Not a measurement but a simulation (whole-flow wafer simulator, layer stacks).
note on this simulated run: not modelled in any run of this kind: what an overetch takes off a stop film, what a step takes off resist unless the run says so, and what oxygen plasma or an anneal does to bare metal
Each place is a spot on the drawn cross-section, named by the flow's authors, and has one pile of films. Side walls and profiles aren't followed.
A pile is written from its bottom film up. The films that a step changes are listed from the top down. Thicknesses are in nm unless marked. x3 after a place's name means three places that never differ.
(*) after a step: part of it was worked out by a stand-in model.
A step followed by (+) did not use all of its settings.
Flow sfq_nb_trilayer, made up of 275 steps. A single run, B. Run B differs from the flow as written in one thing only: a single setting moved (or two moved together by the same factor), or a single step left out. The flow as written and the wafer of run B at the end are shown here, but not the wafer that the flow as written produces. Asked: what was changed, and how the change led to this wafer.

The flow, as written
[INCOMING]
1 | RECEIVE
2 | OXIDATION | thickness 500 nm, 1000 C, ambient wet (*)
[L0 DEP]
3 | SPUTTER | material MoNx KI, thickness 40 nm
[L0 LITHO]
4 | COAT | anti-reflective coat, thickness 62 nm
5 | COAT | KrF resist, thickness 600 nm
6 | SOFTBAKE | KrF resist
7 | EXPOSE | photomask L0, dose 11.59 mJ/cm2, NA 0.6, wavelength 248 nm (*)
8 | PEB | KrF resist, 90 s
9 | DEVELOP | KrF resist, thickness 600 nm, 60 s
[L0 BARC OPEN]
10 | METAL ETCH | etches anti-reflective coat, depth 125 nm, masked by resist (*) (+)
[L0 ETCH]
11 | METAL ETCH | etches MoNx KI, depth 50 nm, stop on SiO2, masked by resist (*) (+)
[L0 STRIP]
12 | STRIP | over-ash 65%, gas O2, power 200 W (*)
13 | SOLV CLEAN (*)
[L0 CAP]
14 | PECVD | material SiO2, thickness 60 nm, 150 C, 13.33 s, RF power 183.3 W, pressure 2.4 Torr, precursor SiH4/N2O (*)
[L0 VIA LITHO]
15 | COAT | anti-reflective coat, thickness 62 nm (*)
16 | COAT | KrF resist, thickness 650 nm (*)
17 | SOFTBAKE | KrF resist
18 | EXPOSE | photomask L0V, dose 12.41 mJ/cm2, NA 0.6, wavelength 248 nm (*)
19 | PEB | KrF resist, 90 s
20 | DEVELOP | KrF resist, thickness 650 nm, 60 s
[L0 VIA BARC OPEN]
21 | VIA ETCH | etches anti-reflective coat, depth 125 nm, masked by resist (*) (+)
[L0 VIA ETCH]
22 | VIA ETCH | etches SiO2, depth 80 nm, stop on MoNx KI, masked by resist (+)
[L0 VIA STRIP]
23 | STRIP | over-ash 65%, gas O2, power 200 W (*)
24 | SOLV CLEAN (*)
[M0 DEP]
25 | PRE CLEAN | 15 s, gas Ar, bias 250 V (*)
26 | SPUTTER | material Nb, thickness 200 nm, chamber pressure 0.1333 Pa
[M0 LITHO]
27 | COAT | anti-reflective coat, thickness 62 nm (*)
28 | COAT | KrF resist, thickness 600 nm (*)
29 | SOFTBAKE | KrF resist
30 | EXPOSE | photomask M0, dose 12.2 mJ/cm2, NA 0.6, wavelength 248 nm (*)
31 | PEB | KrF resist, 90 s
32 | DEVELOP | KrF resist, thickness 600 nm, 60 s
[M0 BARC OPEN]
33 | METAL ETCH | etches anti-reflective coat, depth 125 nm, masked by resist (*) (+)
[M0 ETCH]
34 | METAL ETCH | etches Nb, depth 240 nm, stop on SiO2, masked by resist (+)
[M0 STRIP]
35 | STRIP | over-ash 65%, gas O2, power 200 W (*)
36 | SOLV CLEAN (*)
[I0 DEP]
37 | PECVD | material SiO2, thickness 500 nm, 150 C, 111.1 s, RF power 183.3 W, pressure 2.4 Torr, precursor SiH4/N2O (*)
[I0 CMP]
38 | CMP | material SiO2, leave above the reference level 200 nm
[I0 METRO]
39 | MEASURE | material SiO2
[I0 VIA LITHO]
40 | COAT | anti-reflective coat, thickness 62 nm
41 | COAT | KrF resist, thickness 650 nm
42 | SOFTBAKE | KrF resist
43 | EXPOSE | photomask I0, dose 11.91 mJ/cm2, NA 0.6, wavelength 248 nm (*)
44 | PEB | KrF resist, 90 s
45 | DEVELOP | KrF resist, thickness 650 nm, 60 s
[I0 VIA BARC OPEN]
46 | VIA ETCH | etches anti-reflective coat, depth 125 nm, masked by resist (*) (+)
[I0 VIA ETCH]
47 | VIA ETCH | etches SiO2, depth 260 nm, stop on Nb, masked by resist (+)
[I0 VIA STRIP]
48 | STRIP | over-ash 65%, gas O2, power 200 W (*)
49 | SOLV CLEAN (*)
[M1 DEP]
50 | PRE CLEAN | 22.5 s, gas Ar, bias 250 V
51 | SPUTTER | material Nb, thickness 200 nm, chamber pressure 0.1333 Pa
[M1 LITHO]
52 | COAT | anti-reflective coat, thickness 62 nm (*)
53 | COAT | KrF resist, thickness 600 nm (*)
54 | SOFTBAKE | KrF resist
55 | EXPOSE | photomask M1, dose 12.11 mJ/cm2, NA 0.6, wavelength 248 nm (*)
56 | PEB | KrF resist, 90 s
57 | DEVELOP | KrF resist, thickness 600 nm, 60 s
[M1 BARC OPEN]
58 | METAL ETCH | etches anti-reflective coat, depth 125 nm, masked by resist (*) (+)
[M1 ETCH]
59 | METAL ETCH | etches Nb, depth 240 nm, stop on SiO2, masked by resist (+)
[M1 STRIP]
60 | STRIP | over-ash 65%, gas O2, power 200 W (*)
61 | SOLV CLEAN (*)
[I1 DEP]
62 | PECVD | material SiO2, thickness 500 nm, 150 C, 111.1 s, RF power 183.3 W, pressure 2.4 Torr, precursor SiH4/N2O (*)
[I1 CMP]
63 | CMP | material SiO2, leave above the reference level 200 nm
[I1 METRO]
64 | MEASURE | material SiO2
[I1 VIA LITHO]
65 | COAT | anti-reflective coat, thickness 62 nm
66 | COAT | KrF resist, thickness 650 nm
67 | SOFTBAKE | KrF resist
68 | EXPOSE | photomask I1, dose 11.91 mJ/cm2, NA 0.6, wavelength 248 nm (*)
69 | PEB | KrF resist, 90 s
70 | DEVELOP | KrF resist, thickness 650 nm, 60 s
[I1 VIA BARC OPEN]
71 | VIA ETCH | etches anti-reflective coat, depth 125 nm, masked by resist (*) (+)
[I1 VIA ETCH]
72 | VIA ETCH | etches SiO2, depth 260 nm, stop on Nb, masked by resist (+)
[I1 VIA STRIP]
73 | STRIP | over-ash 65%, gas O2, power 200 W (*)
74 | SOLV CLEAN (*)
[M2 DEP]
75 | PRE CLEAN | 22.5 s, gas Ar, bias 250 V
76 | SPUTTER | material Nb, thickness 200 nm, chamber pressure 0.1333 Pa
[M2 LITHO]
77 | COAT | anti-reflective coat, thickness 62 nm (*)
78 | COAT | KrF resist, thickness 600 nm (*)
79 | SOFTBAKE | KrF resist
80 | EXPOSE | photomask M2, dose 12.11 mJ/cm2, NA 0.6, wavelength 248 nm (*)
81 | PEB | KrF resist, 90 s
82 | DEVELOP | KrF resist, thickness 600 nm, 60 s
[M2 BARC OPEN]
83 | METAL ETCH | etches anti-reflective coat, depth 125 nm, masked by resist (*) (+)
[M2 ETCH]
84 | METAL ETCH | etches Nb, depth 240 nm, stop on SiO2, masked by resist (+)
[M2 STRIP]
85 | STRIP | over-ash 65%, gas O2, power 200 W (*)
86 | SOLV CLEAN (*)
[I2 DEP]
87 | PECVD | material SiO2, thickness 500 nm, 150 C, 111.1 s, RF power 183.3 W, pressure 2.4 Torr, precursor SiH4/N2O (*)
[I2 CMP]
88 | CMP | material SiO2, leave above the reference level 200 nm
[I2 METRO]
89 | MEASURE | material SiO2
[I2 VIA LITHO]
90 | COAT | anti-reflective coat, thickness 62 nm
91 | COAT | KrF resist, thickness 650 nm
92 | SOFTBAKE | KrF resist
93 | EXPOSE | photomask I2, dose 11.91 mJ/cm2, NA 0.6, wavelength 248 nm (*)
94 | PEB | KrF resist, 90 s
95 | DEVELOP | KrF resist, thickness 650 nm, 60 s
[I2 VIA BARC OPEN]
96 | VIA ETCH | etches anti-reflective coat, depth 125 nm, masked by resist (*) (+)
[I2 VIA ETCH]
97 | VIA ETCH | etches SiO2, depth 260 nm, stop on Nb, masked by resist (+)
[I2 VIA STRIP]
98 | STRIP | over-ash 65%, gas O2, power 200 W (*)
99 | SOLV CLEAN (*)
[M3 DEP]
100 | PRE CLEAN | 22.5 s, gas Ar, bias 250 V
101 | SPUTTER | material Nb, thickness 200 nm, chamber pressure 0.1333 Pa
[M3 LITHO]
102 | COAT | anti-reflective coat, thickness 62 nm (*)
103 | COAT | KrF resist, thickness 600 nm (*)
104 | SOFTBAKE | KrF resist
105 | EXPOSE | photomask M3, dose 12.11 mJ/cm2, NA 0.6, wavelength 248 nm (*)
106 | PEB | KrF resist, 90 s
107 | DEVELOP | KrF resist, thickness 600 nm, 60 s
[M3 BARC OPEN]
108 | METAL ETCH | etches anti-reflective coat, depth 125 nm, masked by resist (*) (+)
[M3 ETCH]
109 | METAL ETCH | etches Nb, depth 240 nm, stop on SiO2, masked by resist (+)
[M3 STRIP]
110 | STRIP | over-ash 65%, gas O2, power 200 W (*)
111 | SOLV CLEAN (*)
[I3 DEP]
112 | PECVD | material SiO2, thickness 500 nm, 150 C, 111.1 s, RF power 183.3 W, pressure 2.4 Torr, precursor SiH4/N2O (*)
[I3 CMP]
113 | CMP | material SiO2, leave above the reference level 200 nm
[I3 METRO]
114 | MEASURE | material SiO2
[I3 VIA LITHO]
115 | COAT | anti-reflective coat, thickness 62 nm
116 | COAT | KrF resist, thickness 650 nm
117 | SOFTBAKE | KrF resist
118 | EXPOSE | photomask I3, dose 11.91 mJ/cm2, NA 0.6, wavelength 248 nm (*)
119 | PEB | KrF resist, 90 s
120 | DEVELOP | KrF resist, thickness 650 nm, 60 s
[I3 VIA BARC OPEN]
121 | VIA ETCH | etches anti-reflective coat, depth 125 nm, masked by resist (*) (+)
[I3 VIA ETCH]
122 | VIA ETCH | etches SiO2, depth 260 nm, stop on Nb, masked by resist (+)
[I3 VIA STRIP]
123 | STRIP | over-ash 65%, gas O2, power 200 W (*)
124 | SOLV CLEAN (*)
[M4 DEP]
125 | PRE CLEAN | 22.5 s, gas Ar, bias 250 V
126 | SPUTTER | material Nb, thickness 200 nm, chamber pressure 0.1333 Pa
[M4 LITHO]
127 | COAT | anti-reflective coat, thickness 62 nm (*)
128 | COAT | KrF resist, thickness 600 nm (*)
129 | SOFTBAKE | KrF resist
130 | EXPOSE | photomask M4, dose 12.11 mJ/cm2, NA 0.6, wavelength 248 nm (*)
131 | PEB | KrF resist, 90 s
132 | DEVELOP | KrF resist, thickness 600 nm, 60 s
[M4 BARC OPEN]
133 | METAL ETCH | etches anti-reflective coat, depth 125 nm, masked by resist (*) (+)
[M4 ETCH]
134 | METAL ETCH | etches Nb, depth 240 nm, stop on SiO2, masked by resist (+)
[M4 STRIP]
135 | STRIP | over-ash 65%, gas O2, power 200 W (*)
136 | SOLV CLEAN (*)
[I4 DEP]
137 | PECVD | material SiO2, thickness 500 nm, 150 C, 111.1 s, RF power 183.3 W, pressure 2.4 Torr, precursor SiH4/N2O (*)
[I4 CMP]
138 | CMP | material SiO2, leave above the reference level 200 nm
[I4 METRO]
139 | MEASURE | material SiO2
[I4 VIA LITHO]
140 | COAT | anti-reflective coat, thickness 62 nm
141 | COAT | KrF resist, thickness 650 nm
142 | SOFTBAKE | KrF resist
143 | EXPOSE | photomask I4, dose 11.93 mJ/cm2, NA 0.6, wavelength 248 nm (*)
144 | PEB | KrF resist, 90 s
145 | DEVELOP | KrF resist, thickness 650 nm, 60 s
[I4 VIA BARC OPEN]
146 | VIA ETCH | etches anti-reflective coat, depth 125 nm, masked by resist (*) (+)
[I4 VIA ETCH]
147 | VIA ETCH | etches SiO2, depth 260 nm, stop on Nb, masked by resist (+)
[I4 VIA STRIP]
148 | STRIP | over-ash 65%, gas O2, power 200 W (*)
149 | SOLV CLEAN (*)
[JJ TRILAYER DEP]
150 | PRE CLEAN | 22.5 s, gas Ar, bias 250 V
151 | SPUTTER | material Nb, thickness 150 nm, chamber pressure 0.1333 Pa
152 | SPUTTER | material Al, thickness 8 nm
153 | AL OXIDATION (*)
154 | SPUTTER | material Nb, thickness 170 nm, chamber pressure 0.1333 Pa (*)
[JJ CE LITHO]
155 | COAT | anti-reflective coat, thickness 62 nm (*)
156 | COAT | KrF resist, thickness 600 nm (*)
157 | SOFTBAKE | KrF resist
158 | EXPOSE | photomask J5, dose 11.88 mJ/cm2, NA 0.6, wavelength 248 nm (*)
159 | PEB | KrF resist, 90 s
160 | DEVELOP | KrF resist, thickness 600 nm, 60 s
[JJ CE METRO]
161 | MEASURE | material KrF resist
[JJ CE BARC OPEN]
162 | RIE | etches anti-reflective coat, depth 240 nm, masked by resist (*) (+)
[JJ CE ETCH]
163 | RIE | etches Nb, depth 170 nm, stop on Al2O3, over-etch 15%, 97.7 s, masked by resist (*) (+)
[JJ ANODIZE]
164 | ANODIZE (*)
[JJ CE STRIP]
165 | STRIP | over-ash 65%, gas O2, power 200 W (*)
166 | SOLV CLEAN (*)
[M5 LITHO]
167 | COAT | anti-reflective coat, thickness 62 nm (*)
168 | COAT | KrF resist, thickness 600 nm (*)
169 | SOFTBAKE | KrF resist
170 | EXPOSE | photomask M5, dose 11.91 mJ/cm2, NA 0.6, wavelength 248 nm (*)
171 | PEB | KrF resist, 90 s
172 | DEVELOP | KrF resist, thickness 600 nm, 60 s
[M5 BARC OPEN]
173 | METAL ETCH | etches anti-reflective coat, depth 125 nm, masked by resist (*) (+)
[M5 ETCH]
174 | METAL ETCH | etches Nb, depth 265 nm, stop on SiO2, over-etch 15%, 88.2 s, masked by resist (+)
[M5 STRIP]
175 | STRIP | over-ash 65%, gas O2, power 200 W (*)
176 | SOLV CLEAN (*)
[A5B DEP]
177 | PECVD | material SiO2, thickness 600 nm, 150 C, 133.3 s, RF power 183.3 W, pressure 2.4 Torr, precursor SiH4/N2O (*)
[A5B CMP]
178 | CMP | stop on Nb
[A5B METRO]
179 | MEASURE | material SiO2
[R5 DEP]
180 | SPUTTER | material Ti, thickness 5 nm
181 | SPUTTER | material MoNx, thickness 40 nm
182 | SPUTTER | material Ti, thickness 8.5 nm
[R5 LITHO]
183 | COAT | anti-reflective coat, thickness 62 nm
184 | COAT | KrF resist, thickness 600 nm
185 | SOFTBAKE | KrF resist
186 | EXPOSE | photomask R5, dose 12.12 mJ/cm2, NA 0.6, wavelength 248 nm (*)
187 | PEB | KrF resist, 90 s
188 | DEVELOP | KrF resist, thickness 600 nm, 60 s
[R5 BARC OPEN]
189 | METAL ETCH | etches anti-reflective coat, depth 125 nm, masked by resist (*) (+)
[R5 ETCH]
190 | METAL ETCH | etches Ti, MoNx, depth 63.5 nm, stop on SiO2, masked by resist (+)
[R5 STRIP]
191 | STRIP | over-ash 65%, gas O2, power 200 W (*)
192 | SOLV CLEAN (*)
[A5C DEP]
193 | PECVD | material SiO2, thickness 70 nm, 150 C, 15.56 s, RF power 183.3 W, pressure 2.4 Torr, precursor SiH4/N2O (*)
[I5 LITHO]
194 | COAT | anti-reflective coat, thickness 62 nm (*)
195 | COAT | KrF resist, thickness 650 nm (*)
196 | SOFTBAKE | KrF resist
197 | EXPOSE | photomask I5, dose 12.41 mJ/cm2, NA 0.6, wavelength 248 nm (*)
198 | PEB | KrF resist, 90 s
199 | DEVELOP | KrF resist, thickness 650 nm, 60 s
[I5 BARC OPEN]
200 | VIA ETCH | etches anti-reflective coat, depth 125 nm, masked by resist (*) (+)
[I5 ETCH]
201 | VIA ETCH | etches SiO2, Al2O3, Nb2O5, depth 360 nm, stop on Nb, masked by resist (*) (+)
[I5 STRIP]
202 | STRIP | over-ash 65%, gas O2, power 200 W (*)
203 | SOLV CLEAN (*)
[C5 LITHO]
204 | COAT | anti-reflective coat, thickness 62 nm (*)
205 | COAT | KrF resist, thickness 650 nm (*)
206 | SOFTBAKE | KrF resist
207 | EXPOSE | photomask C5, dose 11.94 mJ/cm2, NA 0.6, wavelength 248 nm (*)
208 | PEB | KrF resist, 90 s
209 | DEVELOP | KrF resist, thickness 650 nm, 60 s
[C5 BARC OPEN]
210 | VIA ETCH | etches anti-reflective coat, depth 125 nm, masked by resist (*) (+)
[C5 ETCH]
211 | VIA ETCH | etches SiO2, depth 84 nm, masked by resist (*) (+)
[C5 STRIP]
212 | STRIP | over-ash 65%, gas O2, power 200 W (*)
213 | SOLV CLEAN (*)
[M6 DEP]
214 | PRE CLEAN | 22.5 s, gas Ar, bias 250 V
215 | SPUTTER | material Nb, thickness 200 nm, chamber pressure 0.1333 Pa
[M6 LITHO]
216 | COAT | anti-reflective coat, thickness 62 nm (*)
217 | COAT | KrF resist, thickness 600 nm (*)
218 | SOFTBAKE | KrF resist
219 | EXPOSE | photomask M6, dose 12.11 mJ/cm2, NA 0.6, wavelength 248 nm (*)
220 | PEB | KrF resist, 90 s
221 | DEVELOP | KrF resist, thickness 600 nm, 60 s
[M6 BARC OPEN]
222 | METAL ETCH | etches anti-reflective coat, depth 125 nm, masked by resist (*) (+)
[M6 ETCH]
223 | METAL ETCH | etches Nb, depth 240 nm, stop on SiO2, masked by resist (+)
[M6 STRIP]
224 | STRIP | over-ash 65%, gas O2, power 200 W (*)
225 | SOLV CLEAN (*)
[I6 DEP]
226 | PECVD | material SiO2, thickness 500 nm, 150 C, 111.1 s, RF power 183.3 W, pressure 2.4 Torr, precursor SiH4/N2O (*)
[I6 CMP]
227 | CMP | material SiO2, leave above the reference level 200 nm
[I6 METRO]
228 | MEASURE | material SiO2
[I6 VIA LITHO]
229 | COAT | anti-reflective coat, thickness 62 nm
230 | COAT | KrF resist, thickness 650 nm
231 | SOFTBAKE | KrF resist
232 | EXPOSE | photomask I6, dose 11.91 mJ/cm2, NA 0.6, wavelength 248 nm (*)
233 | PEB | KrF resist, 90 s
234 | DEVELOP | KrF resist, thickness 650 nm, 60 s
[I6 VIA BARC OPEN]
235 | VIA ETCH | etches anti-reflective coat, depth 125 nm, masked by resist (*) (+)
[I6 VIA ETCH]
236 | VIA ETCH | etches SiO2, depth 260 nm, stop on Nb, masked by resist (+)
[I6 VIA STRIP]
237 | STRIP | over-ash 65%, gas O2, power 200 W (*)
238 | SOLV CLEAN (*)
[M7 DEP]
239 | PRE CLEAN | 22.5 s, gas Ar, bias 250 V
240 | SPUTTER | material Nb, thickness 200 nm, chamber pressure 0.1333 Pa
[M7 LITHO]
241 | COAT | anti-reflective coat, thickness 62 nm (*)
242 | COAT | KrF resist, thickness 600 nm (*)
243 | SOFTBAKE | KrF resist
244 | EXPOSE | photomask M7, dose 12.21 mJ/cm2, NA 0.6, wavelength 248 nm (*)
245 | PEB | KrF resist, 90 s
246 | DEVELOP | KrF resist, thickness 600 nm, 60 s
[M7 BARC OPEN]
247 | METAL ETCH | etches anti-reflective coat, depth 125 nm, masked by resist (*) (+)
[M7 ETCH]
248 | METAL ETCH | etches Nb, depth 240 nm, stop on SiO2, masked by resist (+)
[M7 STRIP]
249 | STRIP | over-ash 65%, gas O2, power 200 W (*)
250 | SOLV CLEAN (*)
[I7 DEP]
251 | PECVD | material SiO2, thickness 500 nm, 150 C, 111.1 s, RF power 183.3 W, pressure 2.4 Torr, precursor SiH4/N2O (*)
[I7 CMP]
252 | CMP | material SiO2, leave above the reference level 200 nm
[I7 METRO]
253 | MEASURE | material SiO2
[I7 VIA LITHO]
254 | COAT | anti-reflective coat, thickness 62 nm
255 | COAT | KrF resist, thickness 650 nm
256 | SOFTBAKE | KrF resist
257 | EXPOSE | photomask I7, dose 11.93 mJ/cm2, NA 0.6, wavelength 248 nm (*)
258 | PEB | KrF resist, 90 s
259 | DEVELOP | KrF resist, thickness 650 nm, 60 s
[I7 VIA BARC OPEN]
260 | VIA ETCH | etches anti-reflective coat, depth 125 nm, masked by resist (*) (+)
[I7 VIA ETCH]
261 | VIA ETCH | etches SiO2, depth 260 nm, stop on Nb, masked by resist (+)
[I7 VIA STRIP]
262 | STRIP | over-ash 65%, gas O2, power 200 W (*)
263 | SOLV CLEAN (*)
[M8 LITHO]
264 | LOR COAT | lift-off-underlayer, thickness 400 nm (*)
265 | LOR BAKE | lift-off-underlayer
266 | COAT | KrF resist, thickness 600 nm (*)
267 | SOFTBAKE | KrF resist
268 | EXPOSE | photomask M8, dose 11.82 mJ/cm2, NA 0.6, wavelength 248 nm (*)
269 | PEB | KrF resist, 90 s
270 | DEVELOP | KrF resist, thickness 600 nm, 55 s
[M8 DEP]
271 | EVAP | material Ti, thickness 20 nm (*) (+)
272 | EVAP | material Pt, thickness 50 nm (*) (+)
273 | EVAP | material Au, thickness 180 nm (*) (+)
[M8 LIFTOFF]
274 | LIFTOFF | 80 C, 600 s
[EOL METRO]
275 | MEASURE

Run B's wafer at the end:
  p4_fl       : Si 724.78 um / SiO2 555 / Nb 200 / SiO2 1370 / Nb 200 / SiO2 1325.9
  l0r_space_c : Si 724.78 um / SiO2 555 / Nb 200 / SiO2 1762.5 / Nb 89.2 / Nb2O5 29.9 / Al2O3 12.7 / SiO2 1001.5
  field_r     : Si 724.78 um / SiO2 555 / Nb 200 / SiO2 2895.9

What caused this: step 151, SPUTTER: thickness 100 nm was run, while the flow as written has thickness 150 nm.

Step by step, how the change led to this:
  151 | SPUTTER | material Nb, thickness 150 nm, chamber pressure 0.1333 Pa
      field_l, v_sur, via_sp and 100 more: +100 Nb (new film) (it would be, as written: +150 Nb (new film))
      via_wl, via_wr: +71.5 Nb (it would be, as written: +130.4 Nb)
      (also at 1 further place)
  154 | SPUTTER | material Nb, thickness 170 nm, chamber pressure 0.1333 Pa (*)
      via_w: +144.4 Nb (new film) (it would be, as written: +141 Nb (new film))
  155 | COAT | anti-reflective coat, thickness 62 nm (*)
      via_wl, via_wr: +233 anti-reflective coat (new film) (it would be, as written: +209.4 anti-reflective coat (new film))
      via_w: +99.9 anti-reflective coat (new film) (it would be, as written: +97.4 anti-reflective coat (new film))
  162 | RIE | etches anti-reflective coat, depth 240 nm, masked by resist (*) (+)
      ce_l, c5j, ce_r, wl_jj: -233 KrF resist (it would be, as written: -209.4 KrF resist)
      via_wl, via_wr: -233 anti-reflective coat (all of it) (it would be, as written: -209.4 anti-reflective coat (all of it))
      (also at 1 further place)
  163 | RIE | etches Nb, depth 170 nm, stop on Al2O3, over-etch 15%, 97.7 s, masked by resist (*) (+)
      via_w: -144.4 Nb (all of it), -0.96 Al2O3 (all of it) (it would be, as written: -141 Nb (all of it), -0.96 Al2O3 (all of it))
  164 | ANODIZE (*)
      via_wl, via_wr: +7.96 Al2O3 (new film), +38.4 Nb2O5 (new film), -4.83 Al (all of it), -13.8 Nb (it would be, as written: +7.52 Al2O3 (new film), +39.2 Nb2O5 (new film), -4.56 Al (all of it), -14.1 Nb)
  165 | STRIP | over-ash 65%, gas O2, power 200 W (*)
      ce_l: -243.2 KrF resist (all of it), -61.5 anti-reflective coat (all of it) (it would be, as written: -266.8 KrF resist (all of it), -61.4 anti-reflective coat (all of it))
      c5j: -243.3 KrF resist (all of it), -61.5 anti-reflective coat (all of it) (it would be, as written: -266.9 KrF resist (all of it), -61.5 anti-reflective coat (all of it))
      (also at 2 further places)
  167 | COAT | anti-reflective coat, thickness 62 nm (*)
      via_wl: +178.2 anti-reflective coat (new film) (it would be, as written: +170.5 anti-reflective coat (new film))
      via_w: +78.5 anti-reflective coat (new film) (it would be, as written: +84.1 anti-reflective coat (new film))
      (also at 1 further place)
  174 | METAL ETCH | etches Nb, depth 265 nm, stop on SiO2, over-etch 15%, 88.2 s, masked by resist (+)
      field_l, r_sur, res and 50 more: -12.6 Al2O3 (all of it), -29.9 Nb2O5 (all of it), -89.2 Nb (all of it), -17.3 SiO2 (it would be, as written: -12.6 Al2O3 (all of it), -29.9 Nb2O5 (all of it), -139.2 Nb (all of it), -12.3 SiO2)
  175 | STRIP | over-ash 65%, gas O2, power 200 W (*)
      via_wl: -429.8 KrF resist (all of it), -178.2 anti-reflective coat (all of it) (it would be, as written: -427 KrF resist (all of it), -170.5 anti-reflective coat (all of it))
      via_w: -497.8 KrF resist (all of it), -78.5 anti-reflective coat (all of it) (it would be, as written: -503.5 KrF resist (all of it), -84.1 anti-reflective coat (all of it))
      (also at 1 further place)
  177 | PECVD | material SiO2, thickness 600 nm, 150 C, 133.3 s, RF power 183.3 W, pressure 2.4 Torr, precursor SiH4/N2O (*)
      via_wl, via_wr: +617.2 SiO2 (new film) (it would be, as written: +600 SiO2 (new film))
  178 | CMP | stop on Nb
      field_l, p4_fl, p4_fm and 39 more: -304.3 SiO2 (it would be, as written: -259.3 SiO2)
      r_sur, res, r_end, moat, field_r, lsp_l: -304.3 SiO2 (it would be, as written: -252.3 SiO2)
      (also at 8 further places)
